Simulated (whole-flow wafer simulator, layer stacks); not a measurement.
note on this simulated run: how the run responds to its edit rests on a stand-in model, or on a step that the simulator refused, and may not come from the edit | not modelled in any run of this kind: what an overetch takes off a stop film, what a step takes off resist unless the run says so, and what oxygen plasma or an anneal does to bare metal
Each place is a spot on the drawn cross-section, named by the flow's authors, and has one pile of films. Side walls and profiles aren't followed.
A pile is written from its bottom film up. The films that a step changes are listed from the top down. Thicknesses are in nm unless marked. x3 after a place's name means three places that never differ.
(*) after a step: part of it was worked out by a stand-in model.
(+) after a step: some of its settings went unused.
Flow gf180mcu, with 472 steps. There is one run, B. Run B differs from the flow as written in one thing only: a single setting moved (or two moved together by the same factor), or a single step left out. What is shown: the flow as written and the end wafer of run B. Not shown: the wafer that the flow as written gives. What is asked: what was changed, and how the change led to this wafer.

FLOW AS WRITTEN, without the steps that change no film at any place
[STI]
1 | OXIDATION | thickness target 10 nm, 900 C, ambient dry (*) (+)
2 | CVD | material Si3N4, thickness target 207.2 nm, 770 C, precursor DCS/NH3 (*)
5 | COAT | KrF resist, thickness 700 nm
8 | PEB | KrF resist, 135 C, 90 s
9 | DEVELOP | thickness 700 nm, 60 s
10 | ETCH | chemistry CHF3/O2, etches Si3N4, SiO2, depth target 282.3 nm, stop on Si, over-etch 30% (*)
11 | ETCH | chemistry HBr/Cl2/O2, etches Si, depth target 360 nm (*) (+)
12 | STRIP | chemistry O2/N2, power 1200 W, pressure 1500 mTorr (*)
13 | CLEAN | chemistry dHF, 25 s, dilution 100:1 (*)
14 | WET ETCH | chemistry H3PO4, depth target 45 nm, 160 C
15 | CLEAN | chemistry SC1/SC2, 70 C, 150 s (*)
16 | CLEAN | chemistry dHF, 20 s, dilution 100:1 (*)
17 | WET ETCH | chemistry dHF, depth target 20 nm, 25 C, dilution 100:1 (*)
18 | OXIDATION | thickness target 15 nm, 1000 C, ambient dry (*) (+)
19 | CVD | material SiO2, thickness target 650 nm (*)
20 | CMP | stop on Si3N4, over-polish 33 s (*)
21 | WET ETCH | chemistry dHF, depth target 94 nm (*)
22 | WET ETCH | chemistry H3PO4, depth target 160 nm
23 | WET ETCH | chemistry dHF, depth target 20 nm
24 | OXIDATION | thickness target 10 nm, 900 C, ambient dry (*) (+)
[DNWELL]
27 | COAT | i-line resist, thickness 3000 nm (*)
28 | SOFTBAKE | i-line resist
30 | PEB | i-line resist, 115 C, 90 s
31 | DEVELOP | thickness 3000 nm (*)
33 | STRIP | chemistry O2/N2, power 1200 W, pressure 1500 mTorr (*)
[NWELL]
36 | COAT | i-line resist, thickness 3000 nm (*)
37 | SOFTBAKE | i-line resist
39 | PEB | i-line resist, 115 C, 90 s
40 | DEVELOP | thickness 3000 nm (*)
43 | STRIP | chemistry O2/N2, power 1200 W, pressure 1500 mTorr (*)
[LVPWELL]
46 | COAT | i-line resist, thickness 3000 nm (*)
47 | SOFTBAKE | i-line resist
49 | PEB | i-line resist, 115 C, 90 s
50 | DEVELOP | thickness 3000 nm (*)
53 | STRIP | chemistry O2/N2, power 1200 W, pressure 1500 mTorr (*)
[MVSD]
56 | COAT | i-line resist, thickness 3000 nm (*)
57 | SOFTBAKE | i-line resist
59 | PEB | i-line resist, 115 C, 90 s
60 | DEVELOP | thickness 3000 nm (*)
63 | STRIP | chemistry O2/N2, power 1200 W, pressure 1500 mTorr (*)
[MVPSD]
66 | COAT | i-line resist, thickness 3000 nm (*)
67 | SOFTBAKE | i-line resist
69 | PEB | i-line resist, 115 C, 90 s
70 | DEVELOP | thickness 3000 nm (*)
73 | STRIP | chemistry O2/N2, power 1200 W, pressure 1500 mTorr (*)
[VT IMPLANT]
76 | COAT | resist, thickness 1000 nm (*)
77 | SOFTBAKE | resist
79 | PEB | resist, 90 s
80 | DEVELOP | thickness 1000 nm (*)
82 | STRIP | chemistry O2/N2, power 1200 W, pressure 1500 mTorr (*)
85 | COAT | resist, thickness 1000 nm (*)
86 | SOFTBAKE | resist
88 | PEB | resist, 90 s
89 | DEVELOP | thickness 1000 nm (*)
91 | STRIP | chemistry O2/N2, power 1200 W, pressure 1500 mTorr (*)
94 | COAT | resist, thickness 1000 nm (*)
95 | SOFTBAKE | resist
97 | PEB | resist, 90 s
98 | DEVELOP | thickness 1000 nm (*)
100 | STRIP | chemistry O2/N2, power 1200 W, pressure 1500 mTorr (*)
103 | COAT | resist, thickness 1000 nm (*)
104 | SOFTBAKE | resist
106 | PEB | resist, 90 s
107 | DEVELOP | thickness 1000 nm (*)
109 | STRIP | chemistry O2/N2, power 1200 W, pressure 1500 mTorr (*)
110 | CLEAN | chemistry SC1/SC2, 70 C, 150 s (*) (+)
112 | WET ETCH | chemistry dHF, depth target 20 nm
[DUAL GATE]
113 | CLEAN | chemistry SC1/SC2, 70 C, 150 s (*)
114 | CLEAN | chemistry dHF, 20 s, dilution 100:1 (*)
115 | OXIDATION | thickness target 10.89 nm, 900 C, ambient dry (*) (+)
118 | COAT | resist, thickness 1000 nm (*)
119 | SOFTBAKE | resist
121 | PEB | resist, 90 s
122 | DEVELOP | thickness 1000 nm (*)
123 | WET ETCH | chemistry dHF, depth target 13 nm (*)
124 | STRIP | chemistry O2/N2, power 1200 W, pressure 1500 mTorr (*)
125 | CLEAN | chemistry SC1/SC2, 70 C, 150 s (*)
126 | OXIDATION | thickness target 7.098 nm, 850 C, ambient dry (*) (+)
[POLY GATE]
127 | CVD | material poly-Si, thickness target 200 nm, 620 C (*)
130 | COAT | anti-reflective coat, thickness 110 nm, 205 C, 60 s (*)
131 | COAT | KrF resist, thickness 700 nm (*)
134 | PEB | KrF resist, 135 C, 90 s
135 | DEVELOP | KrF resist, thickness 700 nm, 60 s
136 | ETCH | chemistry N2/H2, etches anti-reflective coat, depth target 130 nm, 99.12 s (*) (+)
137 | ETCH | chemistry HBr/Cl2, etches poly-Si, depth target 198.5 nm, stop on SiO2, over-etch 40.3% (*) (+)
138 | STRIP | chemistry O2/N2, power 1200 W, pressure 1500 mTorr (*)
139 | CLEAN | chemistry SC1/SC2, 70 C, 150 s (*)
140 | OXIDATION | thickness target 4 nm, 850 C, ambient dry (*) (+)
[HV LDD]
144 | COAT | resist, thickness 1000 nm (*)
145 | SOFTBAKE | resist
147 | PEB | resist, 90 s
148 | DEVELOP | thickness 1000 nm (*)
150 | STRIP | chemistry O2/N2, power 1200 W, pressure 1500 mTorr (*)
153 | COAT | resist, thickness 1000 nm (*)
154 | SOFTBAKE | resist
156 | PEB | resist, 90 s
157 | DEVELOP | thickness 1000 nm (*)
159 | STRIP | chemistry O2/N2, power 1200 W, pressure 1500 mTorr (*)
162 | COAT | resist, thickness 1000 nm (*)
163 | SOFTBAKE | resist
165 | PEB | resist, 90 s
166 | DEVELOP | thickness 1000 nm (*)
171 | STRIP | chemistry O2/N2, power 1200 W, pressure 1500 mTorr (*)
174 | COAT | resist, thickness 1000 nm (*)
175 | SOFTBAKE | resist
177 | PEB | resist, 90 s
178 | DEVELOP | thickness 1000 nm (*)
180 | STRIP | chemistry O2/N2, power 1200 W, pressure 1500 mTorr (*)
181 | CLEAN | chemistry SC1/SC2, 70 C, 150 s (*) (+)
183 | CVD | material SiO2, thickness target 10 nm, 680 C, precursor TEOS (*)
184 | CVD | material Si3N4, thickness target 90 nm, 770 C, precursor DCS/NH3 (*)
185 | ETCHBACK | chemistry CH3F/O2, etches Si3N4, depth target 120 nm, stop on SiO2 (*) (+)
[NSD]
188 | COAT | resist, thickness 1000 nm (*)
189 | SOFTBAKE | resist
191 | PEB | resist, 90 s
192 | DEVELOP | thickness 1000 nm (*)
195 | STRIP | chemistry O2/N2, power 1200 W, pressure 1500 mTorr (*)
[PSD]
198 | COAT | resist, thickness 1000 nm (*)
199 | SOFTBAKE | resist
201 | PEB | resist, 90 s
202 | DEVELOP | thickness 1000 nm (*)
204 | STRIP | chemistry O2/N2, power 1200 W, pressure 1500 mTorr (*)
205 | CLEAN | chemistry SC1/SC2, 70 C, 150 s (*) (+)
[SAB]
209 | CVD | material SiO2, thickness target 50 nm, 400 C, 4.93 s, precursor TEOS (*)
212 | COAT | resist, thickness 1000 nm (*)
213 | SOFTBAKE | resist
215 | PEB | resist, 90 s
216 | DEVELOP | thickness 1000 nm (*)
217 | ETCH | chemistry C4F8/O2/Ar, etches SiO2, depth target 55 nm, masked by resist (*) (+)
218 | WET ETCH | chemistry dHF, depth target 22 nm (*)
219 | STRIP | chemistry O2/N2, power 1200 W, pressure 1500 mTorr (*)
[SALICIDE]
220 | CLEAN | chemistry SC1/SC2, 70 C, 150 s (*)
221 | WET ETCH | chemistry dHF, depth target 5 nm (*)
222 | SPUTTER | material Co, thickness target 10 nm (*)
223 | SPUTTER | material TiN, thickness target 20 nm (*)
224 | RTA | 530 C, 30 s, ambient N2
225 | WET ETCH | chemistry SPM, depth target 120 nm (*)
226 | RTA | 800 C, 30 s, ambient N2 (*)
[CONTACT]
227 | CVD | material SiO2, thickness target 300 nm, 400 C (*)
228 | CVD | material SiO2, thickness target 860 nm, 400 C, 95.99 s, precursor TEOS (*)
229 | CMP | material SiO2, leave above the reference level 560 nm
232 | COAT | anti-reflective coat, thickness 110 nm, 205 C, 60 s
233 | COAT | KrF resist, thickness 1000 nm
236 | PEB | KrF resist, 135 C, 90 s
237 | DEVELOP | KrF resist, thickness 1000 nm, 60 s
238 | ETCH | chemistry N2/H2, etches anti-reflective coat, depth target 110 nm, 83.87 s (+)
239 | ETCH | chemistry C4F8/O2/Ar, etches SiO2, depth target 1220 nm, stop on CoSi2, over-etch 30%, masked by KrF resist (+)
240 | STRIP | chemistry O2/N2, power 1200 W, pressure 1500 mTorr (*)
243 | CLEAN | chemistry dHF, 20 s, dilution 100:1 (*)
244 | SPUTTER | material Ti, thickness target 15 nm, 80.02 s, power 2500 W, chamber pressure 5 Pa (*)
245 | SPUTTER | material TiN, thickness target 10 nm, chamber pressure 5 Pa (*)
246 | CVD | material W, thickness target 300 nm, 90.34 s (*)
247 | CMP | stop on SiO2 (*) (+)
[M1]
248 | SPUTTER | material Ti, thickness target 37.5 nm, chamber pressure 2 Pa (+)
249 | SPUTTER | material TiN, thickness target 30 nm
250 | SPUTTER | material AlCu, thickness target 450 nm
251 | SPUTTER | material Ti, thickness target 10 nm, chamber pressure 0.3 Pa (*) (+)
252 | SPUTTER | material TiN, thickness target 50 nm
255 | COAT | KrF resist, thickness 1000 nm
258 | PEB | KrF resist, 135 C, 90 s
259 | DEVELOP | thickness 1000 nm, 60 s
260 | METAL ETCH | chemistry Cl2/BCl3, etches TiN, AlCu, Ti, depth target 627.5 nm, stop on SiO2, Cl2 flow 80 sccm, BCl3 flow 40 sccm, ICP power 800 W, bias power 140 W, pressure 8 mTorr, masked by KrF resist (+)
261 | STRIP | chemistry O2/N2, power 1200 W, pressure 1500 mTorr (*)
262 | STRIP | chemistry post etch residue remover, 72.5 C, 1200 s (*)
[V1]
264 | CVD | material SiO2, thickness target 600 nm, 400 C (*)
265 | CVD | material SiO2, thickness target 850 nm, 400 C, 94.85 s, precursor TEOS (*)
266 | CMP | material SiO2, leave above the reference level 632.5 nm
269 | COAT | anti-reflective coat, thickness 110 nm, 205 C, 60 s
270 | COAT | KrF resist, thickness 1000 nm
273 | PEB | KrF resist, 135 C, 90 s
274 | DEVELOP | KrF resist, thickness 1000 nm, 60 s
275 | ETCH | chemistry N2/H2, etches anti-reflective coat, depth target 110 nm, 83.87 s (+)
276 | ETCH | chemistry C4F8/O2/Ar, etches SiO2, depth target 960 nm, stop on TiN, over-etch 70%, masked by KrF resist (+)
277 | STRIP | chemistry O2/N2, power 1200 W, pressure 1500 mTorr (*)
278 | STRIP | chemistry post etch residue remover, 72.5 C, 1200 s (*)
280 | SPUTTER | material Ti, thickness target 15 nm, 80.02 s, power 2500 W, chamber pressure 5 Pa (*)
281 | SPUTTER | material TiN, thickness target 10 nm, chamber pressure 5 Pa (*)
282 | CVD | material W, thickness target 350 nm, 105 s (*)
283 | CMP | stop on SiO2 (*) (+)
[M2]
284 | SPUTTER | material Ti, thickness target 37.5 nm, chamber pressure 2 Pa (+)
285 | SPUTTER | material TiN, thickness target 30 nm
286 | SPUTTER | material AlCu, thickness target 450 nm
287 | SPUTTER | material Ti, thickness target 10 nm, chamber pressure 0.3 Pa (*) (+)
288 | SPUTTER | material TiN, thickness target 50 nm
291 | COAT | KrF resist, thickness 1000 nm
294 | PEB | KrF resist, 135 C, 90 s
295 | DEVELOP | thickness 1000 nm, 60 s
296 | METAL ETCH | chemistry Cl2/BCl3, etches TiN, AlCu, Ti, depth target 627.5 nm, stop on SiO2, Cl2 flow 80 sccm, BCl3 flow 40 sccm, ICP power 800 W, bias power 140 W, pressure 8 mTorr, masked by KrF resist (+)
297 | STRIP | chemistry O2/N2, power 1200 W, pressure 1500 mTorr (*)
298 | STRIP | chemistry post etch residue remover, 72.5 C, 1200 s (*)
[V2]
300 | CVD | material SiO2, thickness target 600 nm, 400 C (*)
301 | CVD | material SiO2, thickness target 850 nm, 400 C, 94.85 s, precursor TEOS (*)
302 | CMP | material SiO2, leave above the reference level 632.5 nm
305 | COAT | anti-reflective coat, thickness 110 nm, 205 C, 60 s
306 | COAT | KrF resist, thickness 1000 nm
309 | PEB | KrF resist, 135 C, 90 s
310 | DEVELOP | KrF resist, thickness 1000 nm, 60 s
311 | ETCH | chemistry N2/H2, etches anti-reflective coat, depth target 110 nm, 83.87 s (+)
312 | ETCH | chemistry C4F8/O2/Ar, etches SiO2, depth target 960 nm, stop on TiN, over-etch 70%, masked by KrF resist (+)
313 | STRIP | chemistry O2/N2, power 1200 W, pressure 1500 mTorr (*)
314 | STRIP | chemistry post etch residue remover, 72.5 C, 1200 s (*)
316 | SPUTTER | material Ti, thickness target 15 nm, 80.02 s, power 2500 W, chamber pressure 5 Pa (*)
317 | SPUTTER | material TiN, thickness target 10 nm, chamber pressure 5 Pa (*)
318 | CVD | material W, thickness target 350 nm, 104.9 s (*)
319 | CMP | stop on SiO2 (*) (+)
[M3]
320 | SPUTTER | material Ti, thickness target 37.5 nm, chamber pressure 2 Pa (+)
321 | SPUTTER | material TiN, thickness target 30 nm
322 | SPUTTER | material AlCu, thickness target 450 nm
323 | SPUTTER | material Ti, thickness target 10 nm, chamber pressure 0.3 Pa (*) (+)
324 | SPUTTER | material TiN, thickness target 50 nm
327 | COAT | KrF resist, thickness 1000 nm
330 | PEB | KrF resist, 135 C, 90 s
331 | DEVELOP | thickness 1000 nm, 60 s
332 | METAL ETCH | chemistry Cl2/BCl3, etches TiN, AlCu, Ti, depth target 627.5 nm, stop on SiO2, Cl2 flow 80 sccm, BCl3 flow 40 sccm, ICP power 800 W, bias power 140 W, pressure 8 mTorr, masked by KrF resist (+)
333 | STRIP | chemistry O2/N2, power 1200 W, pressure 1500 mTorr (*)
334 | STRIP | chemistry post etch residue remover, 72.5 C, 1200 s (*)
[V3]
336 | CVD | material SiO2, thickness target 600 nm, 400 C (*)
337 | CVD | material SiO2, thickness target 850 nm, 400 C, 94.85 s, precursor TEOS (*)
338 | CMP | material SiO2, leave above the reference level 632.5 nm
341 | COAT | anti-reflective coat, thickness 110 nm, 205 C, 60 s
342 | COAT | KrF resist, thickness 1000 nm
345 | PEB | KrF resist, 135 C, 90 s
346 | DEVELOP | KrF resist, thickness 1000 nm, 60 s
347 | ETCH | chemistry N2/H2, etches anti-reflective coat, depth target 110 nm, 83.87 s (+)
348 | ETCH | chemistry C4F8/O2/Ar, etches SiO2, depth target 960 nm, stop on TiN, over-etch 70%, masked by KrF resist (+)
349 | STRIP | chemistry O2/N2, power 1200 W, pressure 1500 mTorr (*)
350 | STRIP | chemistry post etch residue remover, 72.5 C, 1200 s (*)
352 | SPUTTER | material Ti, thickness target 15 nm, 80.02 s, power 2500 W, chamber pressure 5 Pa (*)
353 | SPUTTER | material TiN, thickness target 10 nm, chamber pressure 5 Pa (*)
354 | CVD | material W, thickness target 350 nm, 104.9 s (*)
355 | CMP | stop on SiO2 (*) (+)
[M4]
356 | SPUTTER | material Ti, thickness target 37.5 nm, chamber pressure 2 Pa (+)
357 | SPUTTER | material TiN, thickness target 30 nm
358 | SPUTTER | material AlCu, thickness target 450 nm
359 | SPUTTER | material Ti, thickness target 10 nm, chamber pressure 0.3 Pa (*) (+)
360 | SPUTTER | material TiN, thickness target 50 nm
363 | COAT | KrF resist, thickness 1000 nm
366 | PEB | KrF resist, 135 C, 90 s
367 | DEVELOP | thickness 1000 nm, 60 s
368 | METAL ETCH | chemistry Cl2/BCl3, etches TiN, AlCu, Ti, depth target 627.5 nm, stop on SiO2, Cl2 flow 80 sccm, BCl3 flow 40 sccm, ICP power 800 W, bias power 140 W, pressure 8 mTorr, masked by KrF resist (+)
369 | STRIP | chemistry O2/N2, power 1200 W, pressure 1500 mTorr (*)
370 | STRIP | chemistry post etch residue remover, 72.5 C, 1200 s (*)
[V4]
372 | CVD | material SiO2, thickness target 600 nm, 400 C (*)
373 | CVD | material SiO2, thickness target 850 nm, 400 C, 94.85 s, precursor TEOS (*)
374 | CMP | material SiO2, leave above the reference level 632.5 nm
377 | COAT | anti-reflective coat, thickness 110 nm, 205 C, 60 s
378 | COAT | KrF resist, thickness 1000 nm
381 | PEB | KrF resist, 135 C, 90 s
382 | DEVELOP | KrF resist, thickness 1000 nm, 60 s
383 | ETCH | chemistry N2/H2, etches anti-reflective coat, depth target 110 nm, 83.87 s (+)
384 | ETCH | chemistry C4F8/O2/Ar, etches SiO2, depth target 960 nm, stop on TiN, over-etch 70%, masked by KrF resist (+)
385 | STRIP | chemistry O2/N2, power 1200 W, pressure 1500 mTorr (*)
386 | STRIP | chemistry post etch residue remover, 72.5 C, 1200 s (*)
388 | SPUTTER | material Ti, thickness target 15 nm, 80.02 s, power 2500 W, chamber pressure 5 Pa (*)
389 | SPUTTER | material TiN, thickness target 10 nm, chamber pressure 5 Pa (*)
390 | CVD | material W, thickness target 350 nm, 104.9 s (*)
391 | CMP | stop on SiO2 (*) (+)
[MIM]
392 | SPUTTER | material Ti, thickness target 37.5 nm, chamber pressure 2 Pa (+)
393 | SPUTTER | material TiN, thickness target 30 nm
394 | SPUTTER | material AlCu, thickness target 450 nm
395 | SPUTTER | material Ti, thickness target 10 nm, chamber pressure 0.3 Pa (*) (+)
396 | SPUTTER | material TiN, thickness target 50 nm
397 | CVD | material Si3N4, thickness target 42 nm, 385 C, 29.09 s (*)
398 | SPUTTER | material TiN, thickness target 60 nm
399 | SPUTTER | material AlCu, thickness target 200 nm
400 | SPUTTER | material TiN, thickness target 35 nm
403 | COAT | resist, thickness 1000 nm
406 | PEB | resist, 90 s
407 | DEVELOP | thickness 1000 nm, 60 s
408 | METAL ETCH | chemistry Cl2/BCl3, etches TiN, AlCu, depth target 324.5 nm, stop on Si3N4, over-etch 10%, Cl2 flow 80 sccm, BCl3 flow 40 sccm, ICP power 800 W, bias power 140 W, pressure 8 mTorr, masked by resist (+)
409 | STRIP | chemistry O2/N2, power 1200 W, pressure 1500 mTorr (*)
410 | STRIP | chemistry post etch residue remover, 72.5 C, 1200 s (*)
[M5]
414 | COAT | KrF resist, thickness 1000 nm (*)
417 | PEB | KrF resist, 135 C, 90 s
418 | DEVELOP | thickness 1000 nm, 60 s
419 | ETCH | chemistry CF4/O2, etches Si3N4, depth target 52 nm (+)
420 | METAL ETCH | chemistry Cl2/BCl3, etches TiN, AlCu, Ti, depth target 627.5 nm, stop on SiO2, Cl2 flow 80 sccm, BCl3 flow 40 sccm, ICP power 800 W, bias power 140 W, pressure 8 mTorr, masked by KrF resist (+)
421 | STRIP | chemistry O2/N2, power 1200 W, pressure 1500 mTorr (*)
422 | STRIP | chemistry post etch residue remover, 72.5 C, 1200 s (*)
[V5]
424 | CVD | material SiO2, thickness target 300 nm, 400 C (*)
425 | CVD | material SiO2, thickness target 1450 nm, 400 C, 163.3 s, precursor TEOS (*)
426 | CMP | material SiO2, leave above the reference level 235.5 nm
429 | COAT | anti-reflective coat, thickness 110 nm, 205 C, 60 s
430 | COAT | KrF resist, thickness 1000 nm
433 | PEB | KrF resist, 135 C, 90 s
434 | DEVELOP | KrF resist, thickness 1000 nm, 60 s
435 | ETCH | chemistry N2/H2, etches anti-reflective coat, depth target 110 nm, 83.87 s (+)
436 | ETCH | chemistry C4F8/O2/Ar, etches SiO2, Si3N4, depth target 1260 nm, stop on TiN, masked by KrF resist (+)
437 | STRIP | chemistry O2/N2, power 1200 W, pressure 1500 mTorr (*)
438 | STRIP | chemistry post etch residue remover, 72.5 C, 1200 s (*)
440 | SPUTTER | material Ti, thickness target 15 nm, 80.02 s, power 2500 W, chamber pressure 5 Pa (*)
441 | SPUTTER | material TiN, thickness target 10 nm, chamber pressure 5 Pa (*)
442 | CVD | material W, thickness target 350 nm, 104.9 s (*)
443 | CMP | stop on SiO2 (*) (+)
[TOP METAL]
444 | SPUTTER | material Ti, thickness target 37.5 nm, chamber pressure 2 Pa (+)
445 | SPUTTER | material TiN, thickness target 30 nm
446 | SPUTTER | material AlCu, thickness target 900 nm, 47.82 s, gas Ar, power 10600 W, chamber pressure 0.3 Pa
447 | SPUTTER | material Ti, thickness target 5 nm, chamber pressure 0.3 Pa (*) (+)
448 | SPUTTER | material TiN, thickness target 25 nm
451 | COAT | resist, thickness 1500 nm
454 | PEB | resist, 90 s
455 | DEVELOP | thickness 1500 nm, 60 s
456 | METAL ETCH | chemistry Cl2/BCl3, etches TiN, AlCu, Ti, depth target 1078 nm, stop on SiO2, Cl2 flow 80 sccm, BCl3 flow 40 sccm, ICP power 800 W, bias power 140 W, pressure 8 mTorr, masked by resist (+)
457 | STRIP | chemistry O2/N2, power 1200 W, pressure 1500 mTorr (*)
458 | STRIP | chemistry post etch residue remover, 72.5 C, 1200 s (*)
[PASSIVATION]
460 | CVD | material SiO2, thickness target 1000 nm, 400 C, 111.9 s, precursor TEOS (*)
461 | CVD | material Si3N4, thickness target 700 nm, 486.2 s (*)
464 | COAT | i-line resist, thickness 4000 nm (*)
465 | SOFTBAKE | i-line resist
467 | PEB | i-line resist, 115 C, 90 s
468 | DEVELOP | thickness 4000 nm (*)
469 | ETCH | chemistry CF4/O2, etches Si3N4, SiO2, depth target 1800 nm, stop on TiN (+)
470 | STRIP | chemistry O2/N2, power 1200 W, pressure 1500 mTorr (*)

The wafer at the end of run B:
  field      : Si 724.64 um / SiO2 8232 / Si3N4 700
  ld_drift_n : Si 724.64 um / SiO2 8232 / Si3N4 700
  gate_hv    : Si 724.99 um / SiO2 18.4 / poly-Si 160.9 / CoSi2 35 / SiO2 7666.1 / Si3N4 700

What caused this: step 112, WET ETCH: chemistry dHF, depth target 20 nm, was omitted.

The path from the change to this, step by step:
  113 | CLEAN | chemistry SC1/SC2, 70 C, 150 s (*)
      active, n_well, p_well and 40 more: SiO2 loses 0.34 (in the flow as written it would be: chemical SiO2 gains 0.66 (new film), Si loses 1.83)
  114 | CLEAN | chemistry dHF, 20 s, dilution 100:1 (*)
      active, n_well, p_well and 40 more: SiO2 loses 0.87 (in the flow as written it would be: chemical SiO2 loses 0.66 (all of it))
  115 | OXIDATION | thickness target 10.89 nm, 900 C, ambient dry (*) (+)
      active, n_well, p_well and 40 more: SiO2 gains 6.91, Si loses 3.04 (in the flow as written it would be: SiO2 gains 10.9 (new film), Si loses 4.79)
  123 | WET ETCH | chemistry dHF, depth target 13 nm (*)
      active, n_well, p_well and 12 more: SiO2 loses 13 (in the flow as written it would be: SiO2 loses 10.9 (all of it))
  124 | STRIP | chemistry O2/N2, power 1200 W, pressure 1500 mTorr (*)
      active, n_well, p_well and 12 more: nothing (in the flow as written it would be: chemical SiO2 gains 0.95 (new film), Si loses 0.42)
  126 | OXIDATION | thickness target 7.098 nm, 850 C, ambient dry (*) (+)
      active, n_well, p_well and 11 more: SiO2 gains 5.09, Si loses 2.24 (in the flow as written it would be: SiO2 gains 7.1 (new film), chemical SiO2 loses 0.76 (all of it), Si loses 2.79)
      iso_ptap_sub: SiO2 gains 5.08, Si loses 2.24 (in the flow as written it would be: SiO2 gains 7.1 (new film), chemical SiO2 loses 0.76 (all of it), Si loses 2.79)
  130 | COAT | anti-reflective coat, thickness 110 nm, 205 C, 60 s (*)
      p_well, spacer, sd_n: anti-reflective coat gains 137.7 (new film) (in the flow as written it would be: anti-reflective coat gains 121 (new film))
      field: anti-reflective coat gains 107 (new film) (in the flow as written it would be: anti-reflective coat gains 112.6 (new film))
      (as well as at 72 more places)
  136 | ETCH | chemistry N2/H2, etches anti-reflective coat, depth target 130 nm, 99.12 s (*) (+)
      p_well, spacer, sd_n: anti-reflective coat loses 137.7 (all of it), poly-Si loses 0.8 (in the flow as written it would be: anti-reflective coat loses 121 (all of it), poly-Si loses 1.23)
      field: anti-reflective coat loses 107 (all of it), poly-Si loses 1.59 (in the flow as written it would be: anti-reflective coat loses 112.6 (all of it), poly-Si loses 1.45)
      (as well as at 51 more places)
  138 | STRIP | chemistry O2/N2, power 1200 W, pressure 1500 mTorr (*)
      gate: chemical SiO2 gains 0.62 (new film), KrF resist loses 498 (all of it), anti-reflective coat loses 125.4 (all of it), poly-Si loses 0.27 (in the flow as written it would be: chemical SiO2 gains 0.62 (new film), KrF resist loses 496.5 (all of it), anti-reflective coat loses 117 (all of it), poly-Si loses 0.27)
      gate_hv: chemical SiO2 gains 0.62 (new film), KrF resist loses 497 (all of it), anti-reflective coat loses 113.3 (all of it), poly-Si loses 0.27 (in the flow as written it would be: chemical SiO2 gains 0.62 (new film), KrF resist loses 495.3 (all of it), anti-reflective coat loses 109.8 (all of it), poly-Si loses 0.27)
      (as well as at 19 more places)
  189 | SOFTBAKE | resist
      field__w9: resist loses 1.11 (in the flow as written it would be: resist gains 1.85)
      active_hv: resist gains 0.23 (in the flow as written it would be: resist gains 0.78)
      (as well as at 1 more place)
  191 | PEB | resist, 90 s
      spacer: resist loses 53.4 (in the flow as written it would be: resist loses 52.3)
  199 | SOFTBAKE | resist
      field__w9: resist loses 1.11 (in the flow as written it would be: resist gains 1.85)
      active_hv: resist gains 0.23 (in the flow as written it would be: resist gains 0.78)
      (as well as at 1 more place)
  201 | PEB | resist, 90 s
      spacer: resist loses 53.4 (in the flow as written it would be: resist loses 52.3)
  209 | CVD | material SiO2, thickness target 50 nm, 400 C, 4.93 s, precursor TEOS (*)
      active: SiO2 gains 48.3 (in the flow as written it would be: SiO2 gains 50)
      sd_p: SiO2 gains 47.9 (in the flow as written it would be: SiO2 gains 49.1)
      (as well as at 1 more place)
  218 | WET ETCH | chemistry dHF, depth target 22 nm (*)
      ldn_tap, ldn_src, ldn_drn, ldp_tap, ldp_src, ldp_drn, ldp_gr: SiO2 loses 20 (all of it) (in the flow as written it would be: SiO2 loses 16 (all of it))
      active: SiO2 loses 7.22 (all of it) (in the flow as written it would be: SiO2 loses 9.01 (all of it))
      (as well as at 8 more places)
  223 | SPUTTER | material TiN, thickness target 20 nm (*)
      sd_p: TiN gains 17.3 (new film) (in the flow as written it would be: TiN gains 17.9 (new film))
      ld_sd_n: TiN gains 16.2 (new film) (in the flow as written it would be: TiN gains 15.5 (new film))
      (as well as at 2 more places)
  ... 4 other steps ...
  239 | ETCH | chemistry C4F8/O2/Ar, etches SiO2, depth target 1220 nm, stop on CoSi2, over-etch 30%, masked by KrF resist (+)
      polyc_n, polyc_p: SiO2 loses 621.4 (all of it) (in the flow as written it would be: SiO2 loses 638.6 (all of it))
